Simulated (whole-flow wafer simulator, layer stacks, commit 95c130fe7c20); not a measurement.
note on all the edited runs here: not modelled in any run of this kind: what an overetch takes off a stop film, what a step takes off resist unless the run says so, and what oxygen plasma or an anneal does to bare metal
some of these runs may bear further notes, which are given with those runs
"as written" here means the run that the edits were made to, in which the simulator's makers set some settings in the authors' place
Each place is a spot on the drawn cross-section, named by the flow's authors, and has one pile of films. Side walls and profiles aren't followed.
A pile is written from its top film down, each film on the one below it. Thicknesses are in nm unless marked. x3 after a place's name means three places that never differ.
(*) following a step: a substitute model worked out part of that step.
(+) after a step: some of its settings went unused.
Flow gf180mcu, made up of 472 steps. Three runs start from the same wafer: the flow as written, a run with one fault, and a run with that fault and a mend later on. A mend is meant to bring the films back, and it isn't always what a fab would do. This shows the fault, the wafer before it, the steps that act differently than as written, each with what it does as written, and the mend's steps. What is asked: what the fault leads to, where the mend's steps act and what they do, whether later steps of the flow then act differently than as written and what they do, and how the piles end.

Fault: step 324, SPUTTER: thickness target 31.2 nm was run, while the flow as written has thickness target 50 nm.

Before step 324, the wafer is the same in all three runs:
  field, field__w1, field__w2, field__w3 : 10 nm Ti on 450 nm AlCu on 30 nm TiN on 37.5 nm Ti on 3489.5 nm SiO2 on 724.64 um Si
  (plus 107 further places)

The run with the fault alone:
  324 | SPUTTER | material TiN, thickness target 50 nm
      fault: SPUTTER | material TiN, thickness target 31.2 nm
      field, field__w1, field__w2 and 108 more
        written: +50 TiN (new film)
        fault: +31.2 TiN (new film)
  Steps further on in the flow that do not act as written (not shown: 3 more steps that differ only slightly, by at most 2% or 0.5 nm, whichever is larger):
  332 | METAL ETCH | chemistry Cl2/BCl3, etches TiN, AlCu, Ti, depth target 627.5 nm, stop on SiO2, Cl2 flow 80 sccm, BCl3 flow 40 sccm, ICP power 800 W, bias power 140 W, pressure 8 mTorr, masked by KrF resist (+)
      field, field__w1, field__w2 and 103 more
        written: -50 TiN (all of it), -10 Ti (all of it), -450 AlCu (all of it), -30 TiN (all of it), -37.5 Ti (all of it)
        fault: -31.2 TiN (all of it), -10 Ti (all of it), -450 AlCu (all of it), -30 TiN (all of it), -37.5 Ti (all of it)
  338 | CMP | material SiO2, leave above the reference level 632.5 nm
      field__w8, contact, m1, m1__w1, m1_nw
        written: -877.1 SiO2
        fault: -858.3 SiO2
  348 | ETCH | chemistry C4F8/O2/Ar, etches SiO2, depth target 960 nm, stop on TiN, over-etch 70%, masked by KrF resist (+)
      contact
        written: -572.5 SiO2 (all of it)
        fault: -591.3 SiO2 (all of it)
  At field__w8, contact, m1, m1__w1, m1_nw, the piles at the end differ from the flow's by more than 2% or 0.5 nm, whichever is larger.
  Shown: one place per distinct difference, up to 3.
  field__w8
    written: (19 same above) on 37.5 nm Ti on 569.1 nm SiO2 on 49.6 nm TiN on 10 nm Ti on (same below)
    fault: (19 same above) on 37.5 nm Ti on 587.9 nm SiO2 on 30.8 nm TiN on 10 nm Ti on (same below)
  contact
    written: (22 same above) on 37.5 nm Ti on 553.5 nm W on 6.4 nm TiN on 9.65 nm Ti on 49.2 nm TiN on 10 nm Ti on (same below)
    fault: (22 same above) on 37.5 nm Ti on 572.5 nm W on 6.33 nm TiN on 9.55 nm Ti on 30.4 nm TiN on 10 nm Ti on (same below)

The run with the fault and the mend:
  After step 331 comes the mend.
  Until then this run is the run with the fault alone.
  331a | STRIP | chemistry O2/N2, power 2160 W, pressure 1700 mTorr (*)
      field__w8, contact, m1, m1__w1, m1_nw
        -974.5 KrF resist (all of it)
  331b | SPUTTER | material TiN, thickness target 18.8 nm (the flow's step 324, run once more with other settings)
      field, field__w1, field__w2 and 108 more
        +18.8 TiN
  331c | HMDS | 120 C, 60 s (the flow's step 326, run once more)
      leaves every film unchanged at each place that is followed
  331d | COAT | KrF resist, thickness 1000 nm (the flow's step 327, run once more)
      field, field__w1, field__w2 and 108 more
        +1000 KrF resist (new film)
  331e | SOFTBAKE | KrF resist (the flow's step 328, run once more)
      leaves every film unchanged at each place that is followed
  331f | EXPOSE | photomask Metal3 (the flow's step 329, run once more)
      leaves every film unchanged at each place that is followed
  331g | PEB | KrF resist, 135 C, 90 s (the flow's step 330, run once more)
      field, field__w1, field__w2 and 108 more
        -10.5 KrF resist
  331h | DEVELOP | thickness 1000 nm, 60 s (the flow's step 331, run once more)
      field, field__w1, field__w2 and 103 more
        -989.5 KrF resist (all of it)
      field__w8, contact, m1, m1__w1, m1_nw
        -14.9 KrF resist
  None of the later steps of the flow acts differently than as written at any place that is followed.
  By the end, the piles equal the flow's at every place that both follow.
